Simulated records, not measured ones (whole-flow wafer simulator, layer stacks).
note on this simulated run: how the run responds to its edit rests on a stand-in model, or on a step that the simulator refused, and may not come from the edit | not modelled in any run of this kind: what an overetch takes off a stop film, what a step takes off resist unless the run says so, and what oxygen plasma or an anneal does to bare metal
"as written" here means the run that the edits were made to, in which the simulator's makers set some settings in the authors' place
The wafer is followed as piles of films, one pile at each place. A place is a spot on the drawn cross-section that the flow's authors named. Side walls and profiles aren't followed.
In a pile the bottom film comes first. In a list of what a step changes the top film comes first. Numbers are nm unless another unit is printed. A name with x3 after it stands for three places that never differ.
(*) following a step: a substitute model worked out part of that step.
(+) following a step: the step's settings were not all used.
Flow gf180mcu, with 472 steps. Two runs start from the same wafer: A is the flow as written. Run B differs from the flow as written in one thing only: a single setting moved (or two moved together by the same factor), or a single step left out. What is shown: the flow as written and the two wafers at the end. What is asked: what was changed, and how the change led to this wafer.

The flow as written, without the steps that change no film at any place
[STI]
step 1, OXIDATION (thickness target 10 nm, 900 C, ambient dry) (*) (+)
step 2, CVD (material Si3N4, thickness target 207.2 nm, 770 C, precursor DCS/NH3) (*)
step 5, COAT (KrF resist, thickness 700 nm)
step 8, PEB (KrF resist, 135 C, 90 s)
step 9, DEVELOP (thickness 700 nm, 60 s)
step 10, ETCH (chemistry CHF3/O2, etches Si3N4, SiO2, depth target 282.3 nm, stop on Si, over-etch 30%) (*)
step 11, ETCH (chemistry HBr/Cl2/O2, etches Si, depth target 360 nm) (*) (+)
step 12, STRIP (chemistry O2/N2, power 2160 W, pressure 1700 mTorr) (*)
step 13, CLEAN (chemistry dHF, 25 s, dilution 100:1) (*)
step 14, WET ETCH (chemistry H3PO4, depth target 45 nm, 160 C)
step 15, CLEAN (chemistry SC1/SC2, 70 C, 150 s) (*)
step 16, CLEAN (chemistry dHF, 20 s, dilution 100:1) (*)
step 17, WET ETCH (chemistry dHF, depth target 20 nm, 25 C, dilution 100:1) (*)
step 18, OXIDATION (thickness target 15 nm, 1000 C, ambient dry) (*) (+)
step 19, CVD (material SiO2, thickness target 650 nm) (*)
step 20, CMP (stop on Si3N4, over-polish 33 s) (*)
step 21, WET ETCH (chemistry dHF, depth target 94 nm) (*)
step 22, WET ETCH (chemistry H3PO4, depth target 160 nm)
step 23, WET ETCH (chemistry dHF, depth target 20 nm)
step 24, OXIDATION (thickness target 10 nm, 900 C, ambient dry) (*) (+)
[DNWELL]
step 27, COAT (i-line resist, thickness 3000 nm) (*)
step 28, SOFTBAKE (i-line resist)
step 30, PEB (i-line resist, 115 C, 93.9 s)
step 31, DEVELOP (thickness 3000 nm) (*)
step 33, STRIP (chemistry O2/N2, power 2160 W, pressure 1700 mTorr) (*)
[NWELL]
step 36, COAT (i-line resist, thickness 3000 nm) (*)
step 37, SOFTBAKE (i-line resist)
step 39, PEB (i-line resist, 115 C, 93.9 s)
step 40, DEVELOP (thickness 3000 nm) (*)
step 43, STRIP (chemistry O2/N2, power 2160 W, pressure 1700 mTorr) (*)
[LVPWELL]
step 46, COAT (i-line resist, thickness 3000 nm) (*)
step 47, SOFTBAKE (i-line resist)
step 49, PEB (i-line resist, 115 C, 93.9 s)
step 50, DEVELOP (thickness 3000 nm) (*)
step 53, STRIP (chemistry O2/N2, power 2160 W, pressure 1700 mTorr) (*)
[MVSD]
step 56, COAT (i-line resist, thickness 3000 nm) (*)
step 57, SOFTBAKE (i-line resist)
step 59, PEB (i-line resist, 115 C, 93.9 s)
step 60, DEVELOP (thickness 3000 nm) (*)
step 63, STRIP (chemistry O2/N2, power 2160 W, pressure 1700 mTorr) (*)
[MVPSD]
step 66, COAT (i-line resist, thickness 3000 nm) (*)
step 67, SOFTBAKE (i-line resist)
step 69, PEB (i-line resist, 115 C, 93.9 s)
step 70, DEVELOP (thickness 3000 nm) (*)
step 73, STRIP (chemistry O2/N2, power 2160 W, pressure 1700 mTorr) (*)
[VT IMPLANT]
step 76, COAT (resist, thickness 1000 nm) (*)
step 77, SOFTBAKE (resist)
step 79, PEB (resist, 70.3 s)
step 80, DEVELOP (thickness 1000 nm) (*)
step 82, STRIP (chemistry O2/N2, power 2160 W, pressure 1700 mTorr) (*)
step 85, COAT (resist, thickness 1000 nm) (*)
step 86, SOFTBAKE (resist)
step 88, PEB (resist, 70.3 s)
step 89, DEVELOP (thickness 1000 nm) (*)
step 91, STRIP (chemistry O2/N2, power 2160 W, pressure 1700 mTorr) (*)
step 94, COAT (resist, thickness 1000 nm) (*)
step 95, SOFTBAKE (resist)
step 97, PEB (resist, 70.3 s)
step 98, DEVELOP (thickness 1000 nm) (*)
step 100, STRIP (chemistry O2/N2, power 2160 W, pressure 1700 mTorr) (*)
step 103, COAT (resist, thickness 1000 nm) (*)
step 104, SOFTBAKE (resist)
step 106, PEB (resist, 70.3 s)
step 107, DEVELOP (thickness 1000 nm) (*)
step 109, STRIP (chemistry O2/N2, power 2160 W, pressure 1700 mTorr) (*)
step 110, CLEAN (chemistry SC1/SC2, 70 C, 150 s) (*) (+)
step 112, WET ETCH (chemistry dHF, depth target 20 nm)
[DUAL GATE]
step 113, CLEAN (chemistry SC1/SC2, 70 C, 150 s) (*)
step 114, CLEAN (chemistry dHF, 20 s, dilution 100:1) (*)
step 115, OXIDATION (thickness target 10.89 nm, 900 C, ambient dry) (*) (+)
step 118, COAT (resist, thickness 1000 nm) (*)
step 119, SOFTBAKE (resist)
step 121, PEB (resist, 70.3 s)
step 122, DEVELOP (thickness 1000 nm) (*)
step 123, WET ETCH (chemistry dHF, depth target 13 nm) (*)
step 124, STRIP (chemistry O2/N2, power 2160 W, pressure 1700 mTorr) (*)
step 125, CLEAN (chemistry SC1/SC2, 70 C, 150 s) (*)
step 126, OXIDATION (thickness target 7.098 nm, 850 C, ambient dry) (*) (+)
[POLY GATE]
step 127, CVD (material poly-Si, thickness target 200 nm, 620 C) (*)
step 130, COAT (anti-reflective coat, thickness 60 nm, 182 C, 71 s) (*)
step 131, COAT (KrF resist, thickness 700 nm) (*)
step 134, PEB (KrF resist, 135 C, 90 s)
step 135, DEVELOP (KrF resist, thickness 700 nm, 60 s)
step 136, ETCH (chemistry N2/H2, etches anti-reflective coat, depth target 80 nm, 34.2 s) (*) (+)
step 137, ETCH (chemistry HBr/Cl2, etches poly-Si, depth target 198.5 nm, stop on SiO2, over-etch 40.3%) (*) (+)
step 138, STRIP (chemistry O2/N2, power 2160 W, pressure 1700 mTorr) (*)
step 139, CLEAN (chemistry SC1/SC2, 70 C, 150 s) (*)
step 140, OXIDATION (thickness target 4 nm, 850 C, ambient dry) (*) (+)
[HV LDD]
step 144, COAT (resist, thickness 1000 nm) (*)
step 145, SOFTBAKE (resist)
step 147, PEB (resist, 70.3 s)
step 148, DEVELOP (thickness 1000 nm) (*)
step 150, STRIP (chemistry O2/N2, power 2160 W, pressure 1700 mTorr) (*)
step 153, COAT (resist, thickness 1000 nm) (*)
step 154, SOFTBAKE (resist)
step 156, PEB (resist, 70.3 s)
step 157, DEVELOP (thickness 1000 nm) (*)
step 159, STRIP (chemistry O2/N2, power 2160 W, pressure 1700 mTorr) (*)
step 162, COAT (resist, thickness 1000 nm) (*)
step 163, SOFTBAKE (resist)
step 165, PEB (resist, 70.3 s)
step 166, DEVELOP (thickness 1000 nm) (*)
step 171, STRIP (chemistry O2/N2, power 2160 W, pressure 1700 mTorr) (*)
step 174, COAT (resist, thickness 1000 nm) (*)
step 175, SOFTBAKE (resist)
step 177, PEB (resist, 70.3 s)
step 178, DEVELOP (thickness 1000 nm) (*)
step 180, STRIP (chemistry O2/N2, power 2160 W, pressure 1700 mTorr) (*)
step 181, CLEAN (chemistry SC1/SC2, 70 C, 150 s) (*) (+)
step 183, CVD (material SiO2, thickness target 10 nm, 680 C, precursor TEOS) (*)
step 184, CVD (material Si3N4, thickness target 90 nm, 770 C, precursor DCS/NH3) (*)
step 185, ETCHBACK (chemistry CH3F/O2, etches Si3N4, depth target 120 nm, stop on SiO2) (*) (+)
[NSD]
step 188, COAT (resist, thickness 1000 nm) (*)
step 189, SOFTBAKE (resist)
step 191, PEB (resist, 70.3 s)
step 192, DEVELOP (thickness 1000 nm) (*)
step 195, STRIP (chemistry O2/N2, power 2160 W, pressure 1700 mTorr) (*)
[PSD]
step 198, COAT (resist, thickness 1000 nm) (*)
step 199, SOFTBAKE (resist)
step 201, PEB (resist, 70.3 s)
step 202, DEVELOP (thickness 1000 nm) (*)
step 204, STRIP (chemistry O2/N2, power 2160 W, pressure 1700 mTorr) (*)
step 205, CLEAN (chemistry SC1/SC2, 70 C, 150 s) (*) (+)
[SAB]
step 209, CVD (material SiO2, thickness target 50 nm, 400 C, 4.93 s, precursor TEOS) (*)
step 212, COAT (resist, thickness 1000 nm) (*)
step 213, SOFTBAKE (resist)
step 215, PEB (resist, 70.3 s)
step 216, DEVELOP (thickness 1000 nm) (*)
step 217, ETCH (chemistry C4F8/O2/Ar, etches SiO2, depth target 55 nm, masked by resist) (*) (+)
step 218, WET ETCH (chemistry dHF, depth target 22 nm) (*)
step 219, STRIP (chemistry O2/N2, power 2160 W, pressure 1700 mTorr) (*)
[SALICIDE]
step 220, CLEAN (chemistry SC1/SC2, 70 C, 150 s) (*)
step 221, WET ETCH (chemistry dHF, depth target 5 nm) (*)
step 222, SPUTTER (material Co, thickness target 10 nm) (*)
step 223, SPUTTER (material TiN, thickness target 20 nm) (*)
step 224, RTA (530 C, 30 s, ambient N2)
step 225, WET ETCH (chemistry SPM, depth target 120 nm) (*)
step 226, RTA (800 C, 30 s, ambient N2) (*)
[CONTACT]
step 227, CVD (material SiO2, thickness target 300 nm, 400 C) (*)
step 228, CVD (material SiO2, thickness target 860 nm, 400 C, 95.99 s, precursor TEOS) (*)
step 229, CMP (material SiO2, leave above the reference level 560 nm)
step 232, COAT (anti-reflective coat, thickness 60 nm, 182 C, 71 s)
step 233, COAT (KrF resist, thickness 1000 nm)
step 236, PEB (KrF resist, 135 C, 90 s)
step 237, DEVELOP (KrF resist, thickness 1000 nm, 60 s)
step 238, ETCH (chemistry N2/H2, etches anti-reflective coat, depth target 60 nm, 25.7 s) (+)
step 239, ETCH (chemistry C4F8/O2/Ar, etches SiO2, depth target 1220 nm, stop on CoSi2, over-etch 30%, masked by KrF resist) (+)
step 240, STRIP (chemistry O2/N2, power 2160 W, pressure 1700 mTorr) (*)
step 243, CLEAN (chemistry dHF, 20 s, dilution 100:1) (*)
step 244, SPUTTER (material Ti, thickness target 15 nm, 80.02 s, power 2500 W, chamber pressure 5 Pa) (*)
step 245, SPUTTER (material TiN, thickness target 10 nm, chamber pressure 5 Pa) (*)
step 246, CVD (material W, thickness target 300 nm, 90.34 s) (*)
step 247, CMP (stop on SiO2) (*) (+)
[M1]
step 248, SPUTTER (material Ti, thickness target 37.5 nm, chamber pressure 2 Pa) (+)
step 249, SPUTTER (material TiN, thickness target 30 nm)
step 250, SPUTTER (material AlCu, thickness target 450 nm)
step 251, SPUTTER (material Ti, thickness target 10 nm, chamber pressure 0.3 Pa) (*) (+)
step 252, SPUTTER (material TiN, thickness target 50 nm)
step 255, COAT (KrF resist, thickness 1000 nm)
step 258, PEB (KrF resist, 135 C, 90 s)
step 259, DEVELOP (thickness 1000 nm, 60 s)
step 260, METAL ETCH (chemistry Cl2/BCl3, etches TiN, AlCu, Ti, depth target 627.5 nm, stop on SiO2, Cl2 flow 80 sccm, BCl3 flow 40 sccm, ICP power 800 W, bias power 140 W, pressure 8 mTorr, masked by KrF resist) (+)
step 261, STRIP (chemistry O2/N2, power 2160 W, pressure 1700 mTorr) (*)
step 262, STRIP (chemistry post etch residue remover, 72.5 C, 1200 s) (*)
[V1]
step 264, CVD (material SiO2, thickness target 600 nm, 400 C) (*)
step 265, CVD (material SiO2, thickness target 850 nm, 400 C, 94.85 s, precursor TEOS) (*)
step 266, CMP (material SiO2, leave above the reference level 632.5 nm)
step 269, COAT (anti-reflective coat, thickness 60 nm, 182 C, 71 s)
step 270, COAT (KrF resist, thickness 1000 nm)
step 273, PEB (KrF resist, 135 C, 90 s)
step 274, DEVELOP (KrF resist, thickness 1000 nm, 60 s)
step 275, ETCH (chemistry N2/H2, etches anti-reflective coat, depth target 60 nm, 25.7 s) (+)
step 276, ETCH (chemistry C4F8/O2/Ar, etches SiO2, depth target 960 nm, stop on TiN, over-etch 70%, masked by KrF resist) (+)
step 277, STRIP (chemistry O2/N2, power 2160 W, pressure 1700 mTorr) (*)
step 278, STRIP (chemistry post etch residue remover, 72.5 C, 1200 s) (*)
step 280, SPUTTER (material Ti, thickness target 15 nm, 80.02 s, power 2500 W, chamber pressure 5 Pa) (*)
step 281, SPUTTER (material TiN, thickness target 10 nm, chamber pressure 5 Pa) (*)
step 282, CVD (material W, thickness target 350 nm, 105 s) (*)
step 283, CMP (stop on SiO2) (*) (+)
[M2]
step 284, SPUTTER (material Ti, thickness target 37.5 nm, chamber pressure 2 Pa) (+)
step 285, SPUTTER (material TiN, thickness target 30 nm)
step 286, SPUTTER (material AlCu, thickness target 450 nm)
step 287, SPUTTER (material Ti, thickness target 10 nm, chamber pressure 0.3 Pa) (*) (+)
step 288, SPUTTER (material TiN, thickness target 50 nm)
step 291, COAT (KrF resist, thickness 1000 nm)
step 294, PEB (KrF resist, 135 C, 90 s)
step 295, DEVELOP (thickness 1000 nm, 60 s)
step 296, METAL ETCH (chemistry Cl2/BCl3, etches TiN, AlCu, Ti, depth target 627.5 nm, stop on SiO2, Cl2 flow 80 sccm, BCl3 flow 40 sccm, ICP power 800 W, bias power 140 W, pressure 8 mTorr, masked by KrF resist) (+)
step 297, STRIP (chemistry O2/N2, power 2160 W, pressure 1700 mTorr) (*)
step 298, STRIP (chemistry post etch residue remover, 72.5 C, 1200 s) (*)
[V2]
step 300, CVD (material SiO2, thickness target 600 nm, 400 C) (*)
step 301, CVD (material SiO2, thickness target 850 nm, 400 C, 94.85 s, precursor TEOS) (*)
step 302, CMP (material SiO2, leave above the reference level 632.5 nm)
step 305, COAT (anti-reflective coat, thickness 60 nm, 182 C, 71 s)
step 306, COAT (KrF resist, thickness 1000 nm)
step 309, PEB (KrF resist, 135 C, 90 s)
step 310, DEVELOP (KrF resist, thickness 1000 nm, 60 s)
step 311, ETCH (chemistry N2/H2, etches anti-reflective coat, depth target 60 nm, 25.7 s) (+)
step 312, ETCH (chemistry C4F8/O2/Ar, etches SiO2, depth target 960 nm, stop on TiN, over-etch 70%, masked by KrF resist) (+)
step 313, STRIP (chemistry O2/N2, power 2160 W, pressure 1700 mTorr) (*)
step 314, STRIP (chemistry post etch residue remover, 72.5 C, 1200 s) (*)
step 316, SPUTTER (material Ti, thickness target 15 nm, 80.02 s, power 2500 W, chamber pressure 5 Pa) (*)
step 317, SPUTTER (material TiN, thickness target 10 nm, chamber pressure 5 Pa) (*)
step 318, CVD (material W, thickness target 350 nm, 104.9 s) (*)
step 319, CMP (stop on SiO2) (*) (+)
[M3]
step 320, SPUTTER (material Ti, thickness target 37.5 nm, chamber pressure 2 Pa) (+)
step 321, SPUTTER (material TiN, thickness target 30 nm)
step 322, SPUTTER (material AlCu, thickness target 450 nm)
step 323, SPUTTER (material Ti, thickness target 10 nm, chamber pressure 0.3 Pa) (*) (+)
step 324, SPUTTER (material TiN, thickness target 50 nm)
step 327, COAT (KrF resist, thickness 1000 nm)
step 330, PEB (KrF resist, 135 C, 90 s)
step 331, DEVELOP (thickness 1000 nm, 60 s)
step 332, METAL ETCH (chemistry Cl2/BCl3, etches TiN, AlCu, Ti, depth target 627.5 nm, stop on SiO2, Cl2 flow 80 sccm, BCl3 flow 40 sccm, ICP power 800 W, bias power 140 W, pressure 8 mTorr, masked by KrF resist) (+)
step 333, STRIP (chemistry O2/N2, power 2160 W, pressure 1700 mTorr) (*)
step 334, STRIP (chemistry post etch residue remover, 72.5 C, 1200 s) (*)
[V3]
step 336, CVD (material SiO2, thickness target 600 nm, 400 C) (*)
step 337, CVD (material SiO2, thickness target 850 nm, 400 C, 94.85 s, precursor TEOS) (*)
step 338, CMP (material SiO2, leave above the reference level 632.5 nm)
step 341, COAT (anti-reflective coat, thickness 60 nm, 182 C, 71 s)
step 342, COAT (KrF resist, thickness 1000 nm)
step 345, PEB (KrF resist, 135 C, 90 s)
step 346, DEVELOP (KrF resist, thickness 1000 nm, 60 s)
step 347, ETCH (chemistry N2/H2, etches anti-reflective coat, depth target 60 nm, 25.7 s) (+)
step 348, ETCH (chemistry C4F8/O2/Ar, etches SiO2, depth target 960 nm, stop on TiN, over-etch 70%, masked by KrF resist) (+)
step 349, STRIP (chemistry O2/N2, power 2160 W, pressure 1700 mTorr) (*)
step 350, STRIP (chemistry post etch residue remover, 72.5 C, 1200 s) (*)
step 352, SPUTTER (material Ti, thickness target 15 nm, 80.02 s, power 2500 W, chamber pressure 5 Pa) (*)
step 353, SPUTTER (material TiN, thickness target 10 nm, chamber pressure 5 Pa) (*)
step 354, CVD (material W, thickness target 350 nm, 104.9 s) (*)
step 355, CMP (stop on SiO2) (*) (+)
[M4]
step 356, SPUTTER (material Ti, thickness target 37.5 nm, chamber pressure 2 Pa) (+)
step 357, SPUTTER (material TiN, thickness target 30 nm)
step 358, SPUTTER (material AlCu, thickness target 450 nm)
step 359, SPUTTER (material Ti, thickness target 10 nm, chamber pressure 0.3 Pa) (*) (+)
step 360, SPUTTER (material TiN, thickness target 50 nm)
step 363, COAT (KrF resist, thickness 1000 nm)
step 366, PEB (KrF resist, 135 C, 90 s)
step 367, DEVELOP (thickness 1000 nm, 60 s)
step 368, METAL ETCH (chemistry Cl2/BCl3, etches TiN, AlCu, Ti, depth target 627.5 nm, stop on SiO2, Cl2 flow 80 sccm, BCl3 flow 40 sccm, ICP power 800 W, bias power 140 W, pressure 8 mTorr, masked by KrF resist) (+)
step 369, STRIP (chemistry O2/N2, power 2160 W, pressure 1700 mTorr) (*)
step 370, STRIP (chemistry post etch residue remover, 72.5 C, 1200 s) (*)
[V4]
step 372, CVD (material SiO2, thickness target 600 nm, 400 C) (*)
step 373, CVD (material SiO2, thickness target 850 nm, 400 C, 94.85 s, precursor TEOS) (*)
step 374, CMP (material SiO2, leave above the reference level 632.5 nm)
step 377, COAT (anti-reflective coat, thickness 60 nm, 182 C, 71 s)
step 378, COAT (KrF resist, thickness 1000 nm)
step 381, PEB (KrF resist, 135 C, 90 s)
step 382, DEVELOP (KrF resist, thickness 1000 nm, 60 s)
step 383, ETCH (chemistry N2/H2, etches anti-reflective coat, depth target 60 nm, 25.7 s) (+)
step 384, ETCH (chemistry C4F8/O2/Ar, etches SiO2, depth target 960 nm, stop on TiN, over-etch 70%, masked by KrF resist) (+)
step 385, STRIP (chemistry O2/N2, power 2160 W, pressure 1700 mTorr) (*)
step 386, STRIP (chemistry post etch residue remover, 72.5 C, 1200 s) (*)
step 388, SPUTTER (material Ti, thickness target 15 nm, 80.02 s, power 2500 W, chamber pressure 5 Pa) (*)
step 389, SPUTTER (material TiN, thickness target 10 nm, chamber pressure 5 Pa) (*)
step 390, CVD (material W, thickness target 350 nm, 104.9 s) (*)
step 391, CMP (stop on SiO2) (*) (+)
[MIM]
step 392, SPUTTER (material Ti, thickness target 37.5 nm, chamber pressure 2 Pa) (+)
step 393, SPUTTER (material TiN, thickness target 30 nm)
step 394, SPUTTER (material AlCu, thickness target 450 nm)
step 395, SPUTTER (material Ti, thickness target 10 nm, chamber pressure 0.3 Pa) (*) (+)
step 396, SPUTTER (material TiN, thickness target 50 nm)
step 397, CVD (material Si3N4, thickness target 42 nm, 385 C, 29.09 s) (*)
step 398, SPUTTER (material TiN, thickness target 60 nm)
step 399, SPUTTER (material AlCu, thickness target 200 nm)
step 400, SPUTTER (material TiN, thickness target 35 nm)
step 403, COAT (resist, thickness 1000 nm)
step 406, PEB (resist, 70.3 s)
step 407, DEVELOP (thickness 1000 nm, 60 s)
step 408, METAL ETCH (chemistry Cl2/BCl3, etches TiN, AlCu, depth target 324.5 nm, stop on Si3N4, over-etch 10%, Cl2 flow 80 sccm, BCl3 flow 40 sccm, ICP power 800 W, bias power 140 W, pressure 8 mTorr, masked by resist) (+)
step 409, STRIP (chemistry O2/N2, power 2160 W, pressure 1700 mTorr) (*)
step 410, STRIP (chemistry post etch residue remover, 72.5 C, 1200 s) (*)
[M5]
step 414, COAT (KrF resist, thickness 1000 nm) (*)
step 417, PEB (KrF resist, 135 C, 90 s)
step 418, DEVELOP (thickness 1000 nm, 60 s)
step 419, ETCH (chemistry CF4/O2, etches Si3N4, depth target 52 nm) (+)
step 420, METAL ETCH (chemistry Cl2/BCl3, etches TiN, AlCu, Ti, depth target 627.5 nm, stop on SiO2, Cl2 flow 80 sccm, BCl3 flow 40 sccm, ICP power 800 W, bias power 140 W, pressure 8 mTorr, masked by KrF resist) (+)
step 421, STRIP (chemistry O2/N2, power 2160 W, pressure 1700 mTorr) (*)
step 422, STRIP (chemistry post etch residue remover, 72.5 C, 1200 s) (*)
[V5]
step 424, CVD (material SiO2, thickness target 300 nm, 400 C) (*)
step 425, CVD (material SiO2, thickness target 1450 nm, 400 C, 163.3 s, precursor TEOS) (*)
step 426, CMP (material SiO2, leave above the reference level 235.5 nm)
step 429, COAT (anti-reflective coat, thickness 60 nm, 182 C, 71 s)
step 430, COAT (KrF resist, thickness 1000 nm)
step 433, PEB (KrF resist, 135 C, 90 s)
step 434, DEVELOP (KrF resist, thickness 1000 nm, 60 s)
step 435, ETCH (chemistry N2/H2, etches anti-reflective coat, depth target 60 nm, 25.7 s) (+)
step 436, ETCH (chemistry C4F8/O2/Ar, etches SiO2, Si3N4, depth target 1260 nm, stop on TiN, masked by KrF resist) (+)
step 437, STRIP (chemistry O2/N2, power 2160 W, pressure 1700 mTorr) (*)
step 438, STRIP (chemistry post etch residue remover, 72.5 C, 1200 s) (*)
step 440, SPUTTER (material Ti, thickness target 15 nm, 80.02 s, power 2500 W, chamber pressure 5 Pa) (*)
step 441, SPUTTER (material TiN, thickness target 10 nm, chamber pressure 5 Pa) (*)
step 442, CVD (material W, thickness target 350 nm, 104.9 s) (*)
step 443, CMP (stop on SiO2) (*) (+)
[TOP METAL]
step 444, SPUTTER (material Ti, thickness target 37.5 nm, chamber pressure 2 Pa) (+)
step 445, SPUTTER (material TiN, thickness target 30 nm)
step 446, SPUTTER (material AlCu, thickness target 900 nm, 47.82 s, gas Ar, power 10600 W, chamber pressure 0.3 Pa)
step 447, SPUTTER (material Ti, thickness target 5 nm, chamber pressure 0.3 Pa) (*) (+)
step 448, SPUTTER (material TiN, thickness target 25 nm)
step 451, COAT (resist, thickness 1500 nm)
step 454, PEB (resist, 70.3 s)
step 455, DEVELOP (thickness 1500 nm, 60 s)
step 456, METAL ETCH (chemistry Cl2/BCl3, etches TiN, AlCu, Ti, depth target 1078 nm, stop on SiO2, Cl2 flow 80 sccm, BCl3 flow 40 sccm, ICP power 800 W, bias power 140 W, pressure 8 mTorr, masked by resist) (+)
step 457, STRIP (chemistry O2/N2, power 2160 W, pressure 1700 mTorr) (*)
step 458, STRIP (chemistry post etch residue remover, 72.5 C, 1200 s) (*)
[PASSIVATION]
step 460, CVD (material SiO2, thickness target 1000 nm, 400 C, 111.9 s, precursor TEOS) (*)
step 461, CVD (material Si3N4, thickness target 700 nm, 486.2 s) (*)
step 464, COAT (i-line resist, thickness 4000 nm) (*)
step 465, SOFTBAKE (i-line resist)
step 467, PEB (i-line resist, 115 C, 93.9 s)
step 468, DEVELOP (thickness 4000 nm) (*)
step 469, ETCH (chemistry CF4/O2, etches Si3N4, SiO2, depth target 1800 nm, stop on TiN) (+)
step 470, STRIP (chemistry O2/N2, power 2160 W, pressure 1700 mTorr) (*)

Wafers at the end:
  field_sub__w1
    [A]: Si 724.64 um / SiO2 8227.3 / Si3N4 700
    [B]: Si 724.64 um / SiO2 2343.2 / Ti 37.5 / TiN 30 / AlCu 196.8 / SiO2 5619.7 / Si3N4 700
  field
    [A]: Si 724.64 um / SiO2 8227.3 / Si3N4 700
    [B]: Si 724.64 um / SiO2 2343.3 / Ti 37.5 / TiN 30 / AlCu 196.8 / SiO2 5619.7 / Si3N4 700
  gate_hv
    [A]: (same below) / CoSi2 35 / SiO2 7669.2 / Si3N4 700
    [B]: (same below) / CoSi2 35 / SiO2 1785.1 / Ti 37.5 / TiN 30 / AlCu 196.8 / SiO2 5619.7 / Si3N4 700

The reason: step 296, METAL ETCH: depth target 307.5 nm was run, though the flow has depth target 627.5 nm.

How this came from the change, step by step:
  step 296, METAL ETCH (chemistry Cl2/BCl3, etches TiN, AlCu, Ti, depth target 627.5 nm, stop on SiO2, Cl2 flow 80 sccm, BCl3 flow 40 sccm, ICP power 800 W, bias power 140 W, pressure 8 mTorr, masked by KrF resist) (+)
      field, field__w1, field__w2 and 103 more: A -50 TiN (all of it), -10 Ti (all of it), -450 AlCu (all of it), -30 TiN (all of it), -37.5 Ti (all of it) | B -50 TiN (all of it), -10 Ti (all of it), -247.5 AlCu
      field__w8, contact, m1, m1__w1, m1_nw: A -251 KrF resist | B -123 KrF resist
  step 297, STRIP (chemistry O2/N2, power 2160 W, pressure 1700 mTorr) (*)
      field__w8, contact, m1, m1__w1, m1_nw: A -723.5 KrF resist (all of it) | B -851.5 KrF resist (all of it)
  step 298, STRIP (chemistry post etch residue remover, 72.5 C, 1200 s) (*)
      field, field__w1, field__w2 and 103 more: A nothing | B -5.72 AlCu
  step 300, CVD (material SiO2, thickness target 600 nm, 400 C) (*)
      field, field__w1, field__w2 and 103 more: A +600 SiO2 | B +600 SiO2 (new film)
  step 302, CMP (material SiO2, leave above the reference level 632.5 nm)
      field, field__w1, field__w2 and 103 more: A -300 SiO2 | B -564.3 SiO2
With metal films that touch counted as one body, field_sub__w1 has 1 body; the flow as written gives 0 bodies.
With metal films that touch counted as one body, field has 1 body; the flow as written gives 0 bodies.
With metal films that touch counted as one body, gate_hv has 2 bodies (between them, from the top down: SiO2 1785.1); the flow as written gives 1 body.
